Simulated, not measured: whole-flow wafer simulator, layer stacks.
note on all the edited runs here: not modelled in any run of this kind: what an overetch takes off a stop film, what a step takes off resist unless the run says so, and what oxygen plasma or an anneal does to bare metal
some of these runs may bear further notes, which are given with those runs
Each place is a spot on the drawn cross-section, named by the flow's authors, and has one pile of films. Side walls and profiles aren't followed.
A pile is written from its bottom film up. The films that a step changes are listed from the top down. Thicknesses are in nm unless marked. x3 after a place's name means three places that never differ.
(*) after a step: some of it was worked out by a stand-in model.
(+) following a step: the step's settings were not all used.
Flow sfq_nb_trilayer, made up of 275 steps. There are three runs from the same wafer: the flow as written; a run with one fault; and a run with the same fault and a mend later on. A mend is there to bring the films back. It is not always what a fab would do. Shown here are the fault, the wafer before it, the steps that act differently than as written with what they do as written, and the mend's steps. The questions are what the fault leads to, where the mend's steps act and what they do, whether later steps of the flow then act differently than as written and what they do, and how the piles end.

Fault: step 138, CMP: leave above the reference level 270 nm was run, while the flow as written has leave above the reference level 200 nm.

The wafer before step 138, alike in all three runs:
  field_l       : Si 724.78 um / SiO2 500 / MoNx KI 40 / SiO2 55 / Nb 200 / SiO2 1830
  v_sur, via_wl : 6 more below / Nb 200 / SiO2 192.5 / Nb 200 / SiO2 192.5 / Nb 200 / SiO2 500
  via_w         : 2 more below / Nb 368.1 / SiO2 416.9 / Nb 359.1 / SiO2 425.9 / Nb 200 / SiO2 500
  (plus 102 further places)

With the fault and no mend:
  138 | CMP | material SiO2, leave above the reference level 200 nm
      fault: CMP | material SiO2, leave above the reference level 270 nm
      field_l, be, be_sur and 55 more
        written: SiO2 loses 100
        fault: SiO2 loses 30
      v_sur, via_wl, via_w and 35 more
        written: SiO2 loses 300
        fault: SiO2 loses 230
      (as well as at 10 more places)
  Steps further on in the flow that do not act as written (6 other steps are not shown; they differ only slightly, by no more than 2% or 0.5 nm, whichever is larger):
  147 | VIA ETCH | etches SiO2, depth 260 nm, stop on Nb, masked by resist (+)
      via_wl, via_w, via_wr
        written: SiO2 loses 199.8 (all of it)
        fault: SiO2 loses 260
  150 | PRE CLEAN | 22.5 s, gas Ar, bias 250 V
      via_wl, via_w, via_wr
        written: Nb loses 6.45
        fault: SiO2 loses 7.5
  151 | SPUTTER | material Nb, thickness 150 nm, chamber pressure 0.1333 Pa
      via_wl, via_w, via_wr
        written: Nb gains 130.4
        fault: Nb gains 123.3 (new film)
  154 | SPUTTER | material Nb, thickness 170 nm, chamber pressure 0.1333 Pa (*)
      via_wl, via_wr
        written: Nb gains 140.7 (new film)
        fault: Nb gains 103.1 (new film)
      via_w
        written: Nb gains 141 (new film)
        fault: Nb gains 136 (new film)
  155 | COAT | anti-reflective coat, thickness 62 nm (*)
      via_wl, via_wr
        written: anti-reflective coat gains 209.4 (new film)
        fault: anti-reflective coat gains 321.3 (new film)
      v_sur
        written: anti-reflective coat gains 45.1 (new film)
        fault: anti-reflective coat gains 42.8 (new film)
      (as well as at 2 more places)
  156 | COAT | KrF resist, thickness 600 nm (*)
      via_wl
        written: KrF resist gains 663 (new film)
        fault: KrF resist gains 648.6 (new film)
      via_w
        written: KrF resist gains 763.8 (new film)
        fault: KrF resist gains 811.1 (new film)
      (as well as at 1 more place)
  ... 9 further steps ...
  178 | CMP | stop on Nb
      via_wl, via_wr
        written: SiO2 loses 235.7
        fault: SiO2 loses 227.2
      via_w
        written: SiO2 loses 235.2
        fault: SiO2 loses 227.2
  By the end, the piles at field_l, v_sur, via_wl and 103 more depart from the flow's by more than 2% or 0.5 nm, whichever is larger.
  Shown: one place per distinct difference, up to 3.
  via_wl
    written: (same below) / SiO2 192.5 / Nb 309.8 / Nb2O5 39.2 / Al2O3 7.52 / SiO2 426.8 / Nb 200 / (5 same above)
    fault: (same below) / SiO2 192.5 / Nb 200 / SiO2 2.35 / Nb 123.3 / Al 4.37 / Al2O3 0.96 / Nb2O5 52.6 / SiO2 469.8 / Nb 200 / (5 same above)
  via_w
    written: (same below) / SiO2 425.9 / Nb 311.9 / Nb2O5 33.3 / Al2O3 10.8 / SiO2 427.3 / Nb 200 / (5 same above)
    fault: (same below) / SiO2 425.9 / Nb 200 / SiO2 2.35 / Nb 110.8 / Nb2O5 34.7 / Al2O3 10.1 / SiO2 495.5 / Nb 200 / (5 same above)
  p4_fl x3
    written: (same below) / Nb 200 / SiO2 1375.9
    fault: (same below) / Nb 200 / SiO2 1445.9

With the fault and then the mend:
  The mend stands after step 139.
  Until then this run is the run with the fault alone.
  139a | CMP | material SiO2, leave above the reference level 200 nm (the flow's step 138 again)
      field_l, v_sur, via_wl and 103 more
        SiO2 loses 70
  None of the later steps of the flow acts differently than as written at any place that is followed.
  At every place that both follow, the piles at the end match the flow's.
